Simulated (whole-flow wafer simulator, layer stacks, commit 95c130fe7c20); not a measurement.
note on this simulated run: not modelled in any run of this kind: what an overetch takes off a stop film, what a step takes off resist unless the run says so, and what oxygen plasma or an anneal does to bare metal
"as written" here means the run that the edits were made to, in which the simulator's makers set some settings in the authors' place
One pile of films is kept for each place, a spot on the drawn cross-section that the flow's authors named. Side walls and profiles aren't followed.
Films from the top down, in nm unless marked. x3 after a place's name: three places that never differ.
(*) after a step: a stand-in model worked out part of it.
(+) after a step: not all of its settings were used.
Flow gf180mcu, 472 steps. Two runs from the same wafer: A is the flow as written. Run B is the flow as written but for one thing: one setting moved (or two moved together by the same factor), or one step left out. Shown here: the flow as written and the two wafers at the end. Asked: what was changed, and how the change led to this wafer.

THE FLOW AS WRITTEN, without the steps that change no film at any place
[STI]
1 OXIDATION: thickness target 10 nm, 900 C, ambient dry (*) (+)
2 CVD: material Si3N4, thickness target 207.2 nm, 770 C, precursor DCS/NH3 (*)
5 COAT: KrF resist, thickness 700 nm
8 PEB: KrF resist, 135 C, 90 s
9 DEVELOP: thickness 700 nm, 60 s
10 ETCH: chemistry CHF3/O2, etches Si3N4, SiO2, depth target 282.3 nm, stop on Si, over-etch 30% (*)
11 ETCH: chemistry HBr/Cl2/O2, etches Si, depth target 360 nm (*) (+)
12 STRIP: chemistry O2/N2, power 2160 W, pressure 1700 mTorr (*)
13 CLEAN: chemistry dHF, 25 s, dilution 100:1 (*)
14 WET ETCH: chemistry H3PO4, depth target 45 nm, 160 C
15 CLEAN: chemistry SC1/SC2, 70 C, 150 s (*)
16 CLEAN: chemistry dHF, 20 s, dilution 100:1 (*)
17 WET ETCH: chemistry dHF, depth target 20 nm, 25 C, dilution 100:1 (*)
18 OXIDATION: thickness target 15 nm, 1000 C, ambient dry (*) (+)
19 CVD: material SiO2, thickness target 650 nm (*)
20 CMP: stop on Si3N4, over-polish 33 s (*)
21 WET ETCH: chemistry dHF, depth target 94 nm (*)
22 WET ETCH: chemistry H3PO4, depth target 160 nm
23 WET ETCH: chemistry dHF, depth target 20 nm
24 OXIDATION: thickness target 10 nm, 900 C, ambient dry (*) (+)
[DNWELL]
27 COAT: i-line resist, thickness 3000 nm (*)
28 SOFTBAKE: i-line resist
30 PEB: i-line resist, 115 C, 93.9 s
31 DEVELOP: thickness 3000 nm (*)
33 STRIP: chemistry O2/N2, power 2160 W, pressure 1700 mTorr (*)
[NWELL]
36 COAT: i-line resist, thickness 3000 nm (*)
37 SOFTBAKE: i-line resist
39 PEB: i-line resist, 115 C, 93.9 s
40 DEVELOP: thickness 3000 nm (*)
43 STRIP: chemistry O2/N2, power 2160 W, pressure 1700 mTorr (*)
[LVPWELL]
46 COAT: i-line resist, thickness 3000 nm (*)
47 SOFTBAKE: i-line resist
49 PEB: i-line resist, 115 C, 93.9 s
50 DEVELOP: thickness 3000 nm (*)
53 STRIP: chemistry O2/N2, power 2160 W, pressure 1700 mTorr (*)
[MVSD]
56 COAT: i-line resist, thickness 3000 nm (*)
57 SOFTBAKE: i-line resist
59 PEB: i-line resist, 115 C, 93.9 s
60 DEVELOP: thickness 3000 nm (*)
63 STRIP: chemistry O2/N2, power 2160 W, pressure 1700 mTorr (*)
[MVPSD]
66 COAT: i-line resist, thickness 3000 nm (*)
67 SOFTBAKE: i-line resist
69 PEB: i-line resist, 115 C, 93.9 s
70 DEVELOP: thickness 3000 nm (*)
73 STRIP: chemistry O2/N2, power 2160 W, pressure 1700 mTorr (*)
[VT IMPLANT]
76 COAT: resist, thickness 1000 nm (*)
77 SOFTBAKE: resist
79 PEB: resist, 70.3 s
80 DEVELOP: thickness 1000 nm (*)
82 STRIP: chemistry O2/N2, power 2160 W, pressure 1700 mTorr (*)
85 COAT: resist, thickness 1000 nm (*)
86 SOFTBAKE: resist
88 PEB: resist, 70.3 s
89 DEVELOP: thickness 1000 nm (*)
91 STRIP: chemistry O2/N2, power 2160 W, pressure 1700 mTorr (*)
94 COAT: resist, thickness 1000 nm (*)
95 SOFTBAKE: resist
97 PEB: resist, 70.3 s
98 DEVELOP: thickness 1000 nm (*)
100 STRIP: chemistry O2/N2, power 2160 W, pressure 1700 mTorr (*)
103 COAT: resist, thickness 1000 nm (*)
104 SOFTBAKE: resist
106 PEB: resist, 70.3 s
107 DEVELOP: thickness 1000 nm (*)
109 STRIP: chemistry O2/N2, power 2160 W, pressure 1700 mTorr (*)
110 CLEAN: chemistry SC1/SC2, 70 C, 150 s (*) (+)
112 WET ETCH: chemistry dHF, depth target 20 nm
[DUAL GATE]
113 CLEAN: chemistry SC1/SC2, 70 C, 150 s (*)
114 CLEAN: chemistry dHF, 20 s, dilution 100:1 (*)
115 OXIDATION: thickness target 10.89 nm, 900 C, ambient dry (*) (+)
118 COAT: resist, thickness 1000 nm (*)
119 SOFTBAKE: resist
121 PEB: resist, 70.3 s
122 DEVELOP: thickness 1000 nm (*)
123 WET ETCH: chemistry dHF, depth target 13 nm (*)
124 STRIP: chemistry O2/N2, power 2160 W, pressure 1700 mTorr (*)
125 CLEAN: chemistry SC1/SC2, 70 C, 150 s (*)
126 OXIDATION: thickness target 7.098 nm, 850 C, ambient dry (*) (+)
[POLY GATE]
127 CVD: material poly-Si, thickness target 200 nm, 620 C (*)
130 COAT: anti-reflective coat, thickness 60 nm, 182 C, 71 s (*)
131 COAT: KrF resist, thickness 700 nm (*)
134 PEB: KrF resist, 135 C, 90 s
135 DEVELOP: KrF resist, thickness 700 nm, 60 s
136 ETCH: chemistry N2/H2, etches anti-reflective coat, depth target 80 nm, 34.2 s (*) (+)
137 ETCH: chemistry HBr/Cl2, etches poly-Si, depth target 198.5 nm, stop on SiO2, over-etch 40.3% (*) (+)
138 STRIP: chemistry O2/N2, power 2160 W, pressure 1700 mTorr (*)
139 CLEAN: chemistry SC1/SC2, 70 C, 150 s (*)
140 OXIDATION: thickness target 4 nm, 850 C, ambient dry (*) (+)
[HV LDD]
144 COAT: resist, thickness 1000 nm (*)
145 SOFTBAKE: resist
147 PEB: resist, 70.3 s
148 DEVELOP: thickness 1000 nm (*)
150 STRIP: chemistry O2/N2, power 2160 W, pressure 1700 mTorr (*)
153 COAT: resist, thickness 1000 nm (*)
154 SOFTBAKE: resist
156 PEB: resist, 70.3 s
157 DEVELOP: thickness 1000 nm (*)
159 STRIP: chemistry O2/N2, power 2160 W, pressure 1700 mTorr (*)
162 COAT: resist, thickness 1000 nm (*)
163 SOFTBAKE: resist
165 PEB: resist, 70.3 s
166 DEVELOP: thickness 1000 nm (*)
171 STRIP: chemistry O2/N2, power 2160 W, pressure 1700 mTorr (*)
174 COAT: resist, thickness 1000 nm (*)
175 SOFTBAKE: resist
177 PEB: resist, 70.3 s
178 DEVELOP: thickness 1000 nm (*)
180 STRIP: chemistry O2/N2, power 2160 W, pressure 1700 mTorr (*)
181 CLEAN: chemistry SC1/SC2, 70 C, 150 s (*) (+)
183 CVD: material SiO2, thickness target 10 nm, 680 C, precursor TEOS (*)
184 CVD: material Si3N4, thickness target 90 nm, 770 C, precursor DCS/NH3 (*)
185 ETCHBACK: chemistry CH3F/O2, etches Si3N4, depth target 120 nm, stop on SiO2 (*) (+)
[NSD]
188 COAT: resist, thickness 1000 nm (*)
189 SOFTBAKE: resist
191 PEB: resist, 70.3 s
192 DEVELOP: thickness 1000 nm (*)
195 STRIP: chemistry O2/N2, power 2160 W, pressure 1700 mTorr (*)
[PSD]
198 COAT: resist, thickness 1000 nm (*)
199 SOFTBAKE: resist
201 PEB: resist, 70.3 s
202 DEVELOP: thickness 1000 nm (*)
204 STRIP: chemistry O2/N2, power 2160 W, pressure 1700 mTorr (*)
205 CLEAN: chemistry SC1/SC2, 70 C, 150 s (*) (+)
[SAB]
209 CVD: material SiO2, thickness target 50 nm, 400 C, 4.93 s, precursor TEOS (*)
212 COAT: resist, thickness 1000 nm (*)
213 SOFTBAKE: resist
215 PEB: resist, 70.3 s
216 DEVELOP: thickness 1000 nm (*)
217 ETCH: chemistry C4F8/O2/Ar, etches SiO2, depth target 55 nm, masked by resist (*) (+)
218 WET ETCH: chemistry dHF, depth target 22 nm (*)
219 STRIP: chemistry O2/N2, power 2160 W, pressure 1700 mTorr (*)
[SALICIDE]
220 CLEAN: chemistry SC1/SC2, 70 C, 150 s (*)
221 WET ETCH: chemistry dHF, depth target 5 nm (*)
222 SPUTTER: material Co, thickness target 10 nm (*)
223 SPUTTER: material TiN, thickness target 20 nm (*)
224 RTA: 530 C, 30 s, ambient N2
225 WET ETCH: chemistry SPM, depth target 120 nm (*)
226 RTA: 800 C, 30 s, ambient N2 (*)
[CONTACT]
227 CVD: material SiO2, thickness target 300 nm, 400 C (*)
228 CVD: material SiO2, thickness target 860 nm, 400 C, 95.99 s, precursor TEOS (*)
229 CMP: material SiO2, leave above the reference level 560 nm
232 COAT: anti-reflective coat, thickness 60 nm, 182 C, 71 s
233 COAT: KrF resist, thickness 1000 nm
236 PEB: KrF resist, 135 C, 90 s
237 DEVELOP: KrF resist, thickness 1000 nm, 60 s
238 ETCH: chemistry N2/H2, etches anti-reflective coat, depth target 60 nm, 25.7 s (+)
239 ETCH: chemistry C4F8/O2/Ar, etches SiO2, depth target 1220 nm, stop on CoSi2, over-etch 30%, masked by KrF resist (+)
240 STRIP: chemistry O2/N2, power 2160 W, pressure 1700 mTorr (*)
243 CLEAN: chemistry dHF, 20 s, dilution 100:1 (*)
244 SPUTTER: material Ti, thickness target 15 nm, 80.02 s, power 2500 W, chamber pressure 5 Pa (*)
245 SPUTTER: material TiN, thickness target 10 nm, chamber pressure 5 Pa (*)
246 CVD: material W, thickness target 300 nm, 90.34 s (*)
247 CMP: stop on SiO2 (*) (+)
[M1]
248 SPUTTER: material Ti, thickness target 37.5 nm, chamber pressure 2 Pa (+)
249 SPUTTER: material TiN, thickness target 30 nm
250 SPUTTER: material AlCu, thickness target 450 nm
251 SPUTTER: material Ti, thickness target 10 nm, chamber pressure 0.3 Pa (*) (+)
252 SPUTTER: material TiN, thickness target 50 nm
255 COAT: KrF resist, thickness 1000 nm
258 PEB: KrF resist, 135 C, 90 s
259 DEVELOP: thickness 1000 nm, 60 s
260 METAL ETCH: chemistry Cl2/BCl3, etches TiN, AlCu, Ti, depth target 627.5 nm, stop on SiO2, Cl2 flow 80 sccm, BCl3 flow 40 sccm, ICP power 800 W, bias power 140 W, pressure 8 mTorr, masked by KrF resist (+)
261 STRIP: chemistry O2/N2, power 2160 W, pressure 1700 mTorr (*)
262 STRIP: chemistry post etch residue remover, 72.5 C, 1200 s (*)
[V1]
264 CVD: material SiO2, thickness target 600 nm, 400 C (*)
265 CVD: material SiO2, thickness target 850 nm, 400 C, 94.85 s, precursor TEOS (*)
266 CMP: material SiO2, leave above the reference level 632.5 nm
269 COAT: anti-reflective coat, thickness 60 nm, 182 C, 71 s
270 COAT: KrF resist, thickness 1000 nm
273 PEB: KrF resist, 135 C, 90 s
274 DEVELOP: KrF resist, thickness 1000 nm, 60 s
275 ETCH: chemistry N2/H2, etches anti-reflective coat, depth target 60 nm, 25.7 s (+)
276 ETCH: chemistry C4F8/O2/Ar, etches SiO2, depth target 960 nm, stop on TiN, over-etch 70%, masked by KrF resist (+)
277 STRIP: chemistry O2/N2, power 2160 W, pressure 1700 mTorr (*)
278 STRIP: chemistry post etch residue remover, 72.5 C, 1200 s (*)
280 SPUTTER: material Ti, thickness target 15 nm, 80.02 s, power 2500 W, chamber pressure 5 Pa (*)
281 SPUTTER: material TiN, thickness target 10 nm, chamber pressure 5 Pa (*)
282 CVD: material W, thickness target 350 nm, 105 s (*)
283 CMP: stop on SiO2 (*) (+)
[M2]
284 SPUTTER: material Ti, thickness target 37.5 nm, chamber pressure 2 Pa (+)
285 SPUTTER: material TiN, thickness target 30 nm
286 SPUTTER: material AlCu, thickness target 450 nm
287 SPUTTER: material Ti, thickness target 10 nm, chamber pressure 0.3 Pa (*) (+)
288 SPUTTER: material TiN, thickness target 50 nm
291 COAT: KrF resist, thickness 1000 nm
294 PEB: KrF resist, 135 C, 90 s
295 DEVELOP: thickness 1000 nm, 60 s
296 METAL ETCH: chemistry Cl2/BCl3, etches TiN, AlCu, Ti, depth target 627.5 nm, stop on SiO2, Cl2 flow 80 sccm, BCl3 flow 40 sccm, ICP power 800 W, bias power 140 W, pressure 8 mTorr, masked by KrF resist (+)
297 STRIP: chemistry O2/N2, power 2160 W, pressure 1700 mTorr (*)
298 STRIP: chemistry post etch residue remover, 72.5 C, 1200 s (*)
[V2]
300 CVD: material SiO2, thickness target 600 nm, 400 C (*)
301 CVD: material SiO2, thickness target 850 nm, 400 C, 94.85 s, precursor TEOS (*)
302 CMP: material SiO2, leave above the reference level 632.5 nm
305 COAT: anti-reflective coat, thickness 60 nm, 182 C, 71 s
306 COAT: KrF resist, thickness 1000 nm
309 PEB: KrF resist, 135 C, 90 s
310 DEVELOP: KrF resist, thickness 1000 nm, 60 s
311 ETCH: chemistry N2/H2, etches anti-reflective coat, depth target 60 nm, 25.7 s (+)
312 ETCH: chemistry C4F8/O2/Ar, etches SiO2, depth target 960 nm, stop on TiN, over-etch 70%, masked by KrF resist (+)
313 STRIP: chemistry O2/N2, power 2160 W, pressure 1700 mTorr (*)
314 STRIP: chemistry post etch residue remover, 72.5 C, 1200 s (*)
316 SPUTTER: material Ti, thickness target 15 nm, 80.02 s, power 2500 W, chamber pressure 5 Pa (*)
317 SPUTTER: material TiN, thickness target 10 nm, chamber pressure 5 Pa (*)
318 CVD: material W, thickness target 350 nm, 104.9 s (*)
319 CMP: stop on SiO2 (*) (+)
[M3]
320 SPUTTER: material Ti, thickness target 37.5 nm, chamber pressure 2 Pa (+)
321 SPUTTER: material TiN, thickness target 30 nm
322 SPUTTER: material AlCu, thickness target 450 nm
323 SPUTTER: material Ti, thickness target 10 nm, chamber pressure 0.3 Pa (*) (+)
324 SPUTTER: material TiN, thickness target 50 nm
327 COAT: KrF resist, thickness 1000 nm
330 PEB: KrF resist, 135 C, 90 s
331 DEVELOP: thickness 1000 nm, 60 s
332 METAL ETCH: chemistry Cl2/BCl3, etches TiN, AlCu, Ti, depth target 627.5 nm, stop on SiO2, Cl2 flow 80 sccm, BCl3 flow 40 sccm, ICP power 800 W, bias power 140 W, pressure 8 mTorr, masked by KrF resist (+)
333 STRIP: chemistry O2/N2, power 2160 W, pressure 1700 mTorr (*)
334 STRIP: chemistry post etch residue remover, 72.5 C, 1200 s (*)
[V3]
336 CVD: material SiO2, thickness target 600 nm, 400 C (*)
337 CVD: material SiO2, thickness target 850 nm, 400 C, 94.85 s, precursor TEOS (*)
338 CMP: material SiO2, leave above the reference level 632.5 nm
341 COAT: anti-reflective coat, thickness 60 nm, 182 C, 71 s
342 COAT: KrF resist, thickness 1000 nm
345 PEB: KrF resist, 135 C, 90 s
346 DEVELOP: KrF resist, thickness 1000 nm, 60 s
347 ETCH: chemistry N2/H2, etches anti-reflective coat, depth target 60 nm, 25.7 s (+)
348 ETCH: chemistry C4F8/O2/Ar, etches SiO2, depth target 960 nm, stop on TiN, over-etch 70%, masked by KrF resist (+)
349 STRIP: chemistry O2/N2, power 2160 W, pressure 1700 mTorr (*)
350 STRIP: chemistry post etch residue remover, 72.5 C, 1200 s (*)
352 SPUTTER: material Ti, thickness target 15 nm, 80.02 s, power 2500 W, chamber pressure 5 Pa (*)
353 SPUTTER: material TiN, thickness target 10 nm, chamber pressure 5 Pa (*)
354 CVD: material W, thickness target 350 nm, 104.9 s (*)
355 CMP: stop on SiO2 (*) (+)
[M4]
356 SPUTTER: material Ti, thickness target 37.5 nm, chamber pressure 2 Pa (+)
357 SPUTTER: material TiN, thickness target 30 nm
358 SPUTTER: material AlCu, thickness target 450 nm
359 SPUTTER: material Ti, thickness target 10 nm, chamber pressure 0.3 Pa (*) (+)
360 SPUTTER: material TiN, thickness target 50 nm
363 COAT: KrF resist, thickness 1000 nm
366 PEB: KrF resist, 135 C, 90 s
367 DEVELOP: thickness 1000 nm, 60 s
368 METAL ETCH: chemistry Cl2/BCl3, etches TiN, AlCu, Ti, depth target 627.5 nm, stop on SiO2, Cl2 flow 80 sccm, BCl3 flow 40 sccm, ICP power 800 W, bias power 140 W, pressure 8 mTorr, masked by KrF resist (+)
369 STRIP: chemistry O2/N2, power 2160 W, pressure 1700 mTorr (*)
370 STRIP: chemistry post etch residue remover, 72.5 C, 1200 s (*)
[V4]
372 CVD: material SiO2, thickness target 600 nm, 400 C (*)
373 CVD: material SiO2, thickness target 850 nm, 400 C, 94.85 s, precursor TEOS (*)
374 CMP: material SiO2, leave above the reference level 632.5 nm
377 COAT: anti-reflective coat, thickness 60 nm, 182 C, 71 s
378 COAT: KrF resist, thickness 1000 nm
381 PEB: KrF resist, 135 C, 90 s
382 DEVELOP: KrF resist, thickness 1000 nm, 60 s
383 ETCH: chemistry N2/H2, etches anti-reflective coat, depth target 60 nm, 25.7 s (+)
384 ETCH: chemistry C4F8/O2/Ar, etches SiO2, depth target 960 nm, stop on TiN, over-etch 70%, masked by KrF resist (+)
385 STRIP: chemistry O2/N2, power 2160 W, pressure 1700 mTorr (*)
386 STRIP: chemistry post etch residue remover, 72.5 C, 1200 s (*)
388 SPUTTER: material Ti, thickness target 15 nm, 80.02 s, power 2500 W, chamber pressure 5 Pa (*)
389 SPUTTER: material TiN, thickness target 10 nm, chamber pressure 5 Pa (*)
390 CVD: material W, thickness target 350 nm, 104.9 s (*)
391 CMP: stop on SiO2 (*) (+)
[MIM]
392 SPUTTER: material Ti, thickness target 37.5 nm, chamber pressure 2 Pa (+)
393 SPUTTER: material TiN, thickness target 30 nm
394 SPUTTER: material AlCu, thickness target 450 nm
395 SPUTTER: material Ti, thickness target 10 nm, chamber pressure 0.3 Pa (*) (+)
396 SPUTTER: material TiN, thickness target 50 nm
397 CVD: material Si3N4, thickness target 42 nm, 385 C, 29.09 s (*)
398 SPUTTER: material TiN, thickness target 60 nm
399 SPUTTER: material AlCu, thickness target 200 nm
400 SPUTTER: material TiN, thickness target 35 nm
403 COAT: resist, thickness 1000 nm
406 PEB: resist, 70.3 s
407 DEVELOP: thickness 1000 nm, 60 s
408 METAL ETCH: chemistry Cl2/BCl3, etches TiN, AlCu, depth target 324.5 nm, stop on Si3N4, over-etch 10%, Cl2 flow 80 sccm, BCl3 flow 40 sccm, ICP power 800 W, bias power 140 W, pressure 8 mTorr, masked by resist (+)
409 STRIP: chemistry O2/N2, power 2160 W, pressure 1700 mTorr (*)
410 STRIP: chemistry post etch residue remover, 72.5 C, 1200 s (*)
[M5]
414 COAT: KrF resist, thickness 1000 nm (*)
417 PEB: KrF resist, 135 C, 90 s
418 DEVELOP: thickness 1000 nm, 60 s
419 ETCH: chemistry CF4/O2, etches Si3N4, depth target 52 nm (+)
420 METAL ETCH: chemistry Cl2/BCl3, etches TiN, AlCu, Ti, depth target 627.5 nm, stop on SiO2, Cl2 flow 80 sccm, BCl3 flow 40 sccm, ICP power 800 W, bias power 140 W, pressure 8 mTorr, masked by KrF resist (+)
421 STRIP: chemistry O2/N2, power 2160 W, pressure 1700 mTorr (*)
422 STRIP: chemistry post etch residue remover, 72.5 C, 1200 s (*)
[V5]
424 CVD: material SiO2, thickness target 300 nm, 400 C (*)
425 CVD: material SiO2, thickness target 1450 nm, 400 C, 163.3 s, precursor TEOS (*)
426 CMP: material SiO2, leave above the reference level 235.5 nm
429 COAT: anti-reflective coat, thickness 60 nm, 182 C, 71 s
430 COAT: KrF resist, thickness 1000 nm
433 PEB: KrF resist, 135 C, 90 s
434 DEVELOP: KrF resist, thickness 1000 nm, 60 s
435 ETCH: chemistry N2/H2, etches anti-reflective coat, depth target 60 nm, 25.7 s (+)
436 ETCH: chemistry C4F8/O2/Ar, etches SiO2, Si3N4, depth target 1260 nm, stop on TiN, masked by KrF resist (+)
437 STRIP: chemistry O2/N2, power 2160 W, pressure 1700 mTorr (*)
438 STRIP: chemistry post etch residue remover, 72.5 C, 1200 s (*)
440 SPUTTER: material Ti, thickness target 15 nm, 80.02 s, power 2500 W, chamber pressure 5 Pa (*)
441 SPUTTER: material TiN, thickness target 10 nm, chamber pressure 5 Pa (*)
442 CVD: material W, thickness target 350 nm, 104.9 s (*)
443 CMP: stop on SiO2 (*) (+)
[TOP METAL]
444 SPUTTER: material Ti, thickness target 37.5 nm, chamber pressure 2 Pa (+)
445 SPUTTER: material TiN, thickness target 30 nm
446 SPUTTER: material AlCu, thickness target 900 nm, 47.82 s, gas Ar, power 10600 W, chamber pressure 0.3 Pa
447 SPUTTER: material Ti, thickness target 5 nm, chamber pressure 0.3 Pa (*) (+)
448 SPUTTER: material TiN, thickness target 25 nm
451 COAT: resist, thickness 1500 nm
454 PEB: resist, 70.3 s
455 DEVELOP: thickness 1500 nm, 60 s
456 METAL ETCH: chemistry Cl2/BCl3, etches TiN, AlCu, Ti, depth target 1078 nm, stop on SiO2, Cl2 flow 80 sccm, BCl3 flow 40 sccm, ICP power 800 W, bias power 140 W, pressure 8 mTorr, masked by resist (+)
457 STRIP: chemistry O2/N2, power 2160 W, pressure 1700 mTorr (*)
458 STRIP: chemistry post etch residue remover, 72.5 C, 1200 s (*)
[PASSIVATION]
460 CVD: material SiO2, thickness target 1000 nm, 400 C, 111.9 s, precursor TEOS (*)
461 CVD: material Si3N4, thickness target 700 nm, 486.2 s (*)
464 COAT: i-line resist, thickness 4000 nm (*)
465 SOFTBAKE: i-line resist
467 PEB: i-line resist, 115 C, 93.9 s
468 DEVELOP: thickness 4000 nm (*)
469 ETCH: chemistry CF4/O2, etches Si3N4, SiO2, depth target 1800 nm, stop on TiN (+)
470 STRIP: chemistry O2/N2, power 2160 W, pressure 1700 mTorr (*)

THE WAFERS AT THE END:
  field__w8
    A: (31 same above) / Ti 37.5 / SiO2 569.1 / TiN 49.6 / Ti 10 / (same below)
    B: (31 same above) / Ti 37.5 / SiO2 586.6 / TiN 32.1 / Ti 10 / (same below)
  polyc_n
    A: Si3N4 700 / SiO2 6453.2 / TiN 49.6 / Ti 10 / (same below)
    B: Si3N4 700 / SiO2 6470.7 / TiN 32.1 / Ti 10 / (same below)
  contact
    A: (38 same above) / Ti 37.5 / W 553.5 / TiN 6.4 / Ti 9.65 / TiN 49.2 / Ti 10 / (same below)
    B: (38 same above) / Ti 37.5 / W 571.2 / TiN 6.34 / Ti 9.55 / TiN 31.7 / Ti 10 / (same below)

The cause: step 252, SPUTTER: thickness target 32.5 nm was run, where the flow has thickness target 50 nm.

How the change led to this, step by step:
  252 SPUTTER: material TiN, thickness target 50 nm
      field, field__w1, field__w2 and 108 more: A TiN +50 (new film) | B TiN +32.5 (new film)
  260 METAL ETCH: chemistry Cl2/BCl3, etches TiN, AlCu, Ti, depth target 627.5 nm, stop on SiO2, Cl2 flow 80 sccm, BCl3 flow 40 sccm, ICP power 800 W, bias power 140 W, pressure 8 mTorr, masked by KrF resist (+)
      field, field__w1, field__w2 and 99 more: A TiN -50 (all of it), Ti -10 (all of it), AlCu -450 (all of it), TiN -30 (all of it), Ti -37.5 (all of it) | B TiN -32.5 (all of it), Ti -10 (all of it), AlCu -450 (all of it), TiN -30 (all of it), Ti -37.5 (all of it)
  276 ETCH: chemistry C4F8/O2/Ar, etches SiO2, depth target 960 nm, stop on TiN, over-etch 70%, masked by KrF resist (+)
      contact: A SiO2 -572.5 (all of it) | B SiO2 -590 (all of it)
